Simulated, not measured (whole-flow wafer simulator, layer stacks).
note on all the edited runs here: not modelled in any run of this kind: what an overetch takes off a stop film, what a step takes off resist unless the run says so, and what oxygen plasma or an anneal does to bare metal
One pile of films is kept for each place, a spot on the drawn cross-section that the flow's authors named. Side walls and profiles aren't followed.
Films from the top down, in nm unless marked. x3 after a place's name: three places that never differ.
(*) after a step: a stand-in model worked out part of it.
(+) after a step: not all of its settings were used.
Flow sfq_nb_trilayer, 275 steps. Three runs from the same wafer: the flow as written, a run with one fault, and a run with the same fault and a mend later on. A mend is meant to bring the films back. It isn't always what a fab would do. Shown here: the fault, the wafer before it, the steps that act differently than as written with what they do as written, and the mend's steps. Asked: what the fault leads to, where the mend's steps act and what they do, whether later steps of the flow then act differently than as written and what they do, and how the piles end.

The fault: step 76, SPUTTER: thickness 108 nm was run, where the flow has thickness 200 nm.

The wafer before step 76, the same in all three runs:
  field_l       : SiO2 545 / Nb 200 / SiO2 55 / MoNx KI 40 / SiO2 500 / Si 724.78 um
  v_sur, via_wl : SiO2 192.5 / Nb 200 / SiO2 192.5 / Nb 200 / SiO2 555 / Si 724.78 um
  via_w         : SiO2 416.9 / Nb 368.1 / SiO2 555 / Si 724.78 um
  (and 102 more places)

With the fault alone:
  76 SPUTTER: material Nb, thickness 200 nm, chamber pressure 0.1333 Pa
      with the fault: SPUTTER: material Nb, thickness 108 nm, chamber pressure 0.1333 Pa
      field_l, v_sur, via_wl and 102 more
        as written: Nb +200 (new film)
        with the fault: Nb +108 (new film)
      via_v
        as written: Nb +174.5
        with the fault: Nb +95.1
  Later steps of the flow that act differently than as written (6 more steps differ only slightly, by at most 2% or 0.5 nm, whichever is larger, and aren't shown):
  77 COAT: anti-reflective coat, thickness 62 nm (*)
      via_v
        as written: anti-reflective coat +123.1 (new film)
        with the fault: anti-reflective coat +119.2 (new film)
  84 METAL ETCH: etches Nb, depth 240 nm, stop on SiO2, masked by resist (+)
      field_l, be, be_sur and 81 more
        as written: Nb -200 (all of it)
        with the fault: Nb -108 (all of it)
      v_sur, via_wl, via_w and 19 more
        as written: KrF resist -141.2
        with the fault: KrF resist -95.3
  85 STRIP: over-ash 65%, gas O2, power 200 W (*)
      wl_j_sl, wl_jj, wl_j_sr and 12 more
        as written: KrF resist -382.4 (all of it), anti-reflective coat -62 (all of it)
        with the fault: KrF resist -428.3 (all of it), anti-reflective coat -62 (all of it)
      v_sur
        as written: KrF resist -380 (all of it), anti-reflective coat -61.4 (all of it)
        with the fault: KrF resist -426 (all of it), anti-reflective coat -61.4 (all of it)
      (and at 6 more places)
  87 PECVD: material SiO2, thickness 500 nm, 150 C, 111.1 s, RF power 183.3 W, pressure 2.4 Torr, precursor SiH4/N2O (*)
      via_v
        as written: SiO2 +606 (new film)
        with the fault: SiO2 +583.5 (new film)
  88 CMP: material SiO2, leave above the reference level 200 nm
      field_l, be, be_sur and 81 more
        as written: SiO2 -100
        with the fault: SiO2 -192
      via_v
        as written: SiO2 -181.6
        with the fault: SiO2 -171.6
  At the end the piles differ from the flow's by more than 2% or 0.5 nm, whichever is larger, at field_l, v_sur, via_wl and 103 more.
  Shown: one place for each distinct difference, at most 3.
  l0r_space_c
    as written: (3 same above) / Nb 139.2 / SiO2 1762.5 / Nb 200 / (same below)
    with the fault: (3 same above) / Nb 139.2 / SiO2 1670.5 / Nb 200 / (same below)
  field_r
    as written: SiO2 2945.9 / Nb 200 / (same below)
    with the fault: SiO2 2853.9 / Nb 200 / (same below)
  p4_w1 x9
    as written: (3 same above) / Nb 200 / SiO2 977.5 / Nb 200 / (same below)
    with the fault: (3 same above) / Nb 200 / SiO2 885.5 / Nb 200 / (same below)

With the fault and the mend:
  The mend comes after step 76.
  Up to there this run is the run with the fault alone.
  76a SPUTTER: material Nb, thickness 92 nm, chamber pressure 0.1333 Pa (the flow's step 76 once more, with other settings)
      field_l, v_sur, via_wl and 102 more
        Nb +92
      via_v
        Nb +75.3
  No later step of the flow acts differently than as written, at any place that is followed, by more than 2% or 0.5 nm, whichever is larger.
  At the end the piles differ from the flow's only slightly at the places that both follow, by at most 2% or 0.5 nm, whichever is larger.
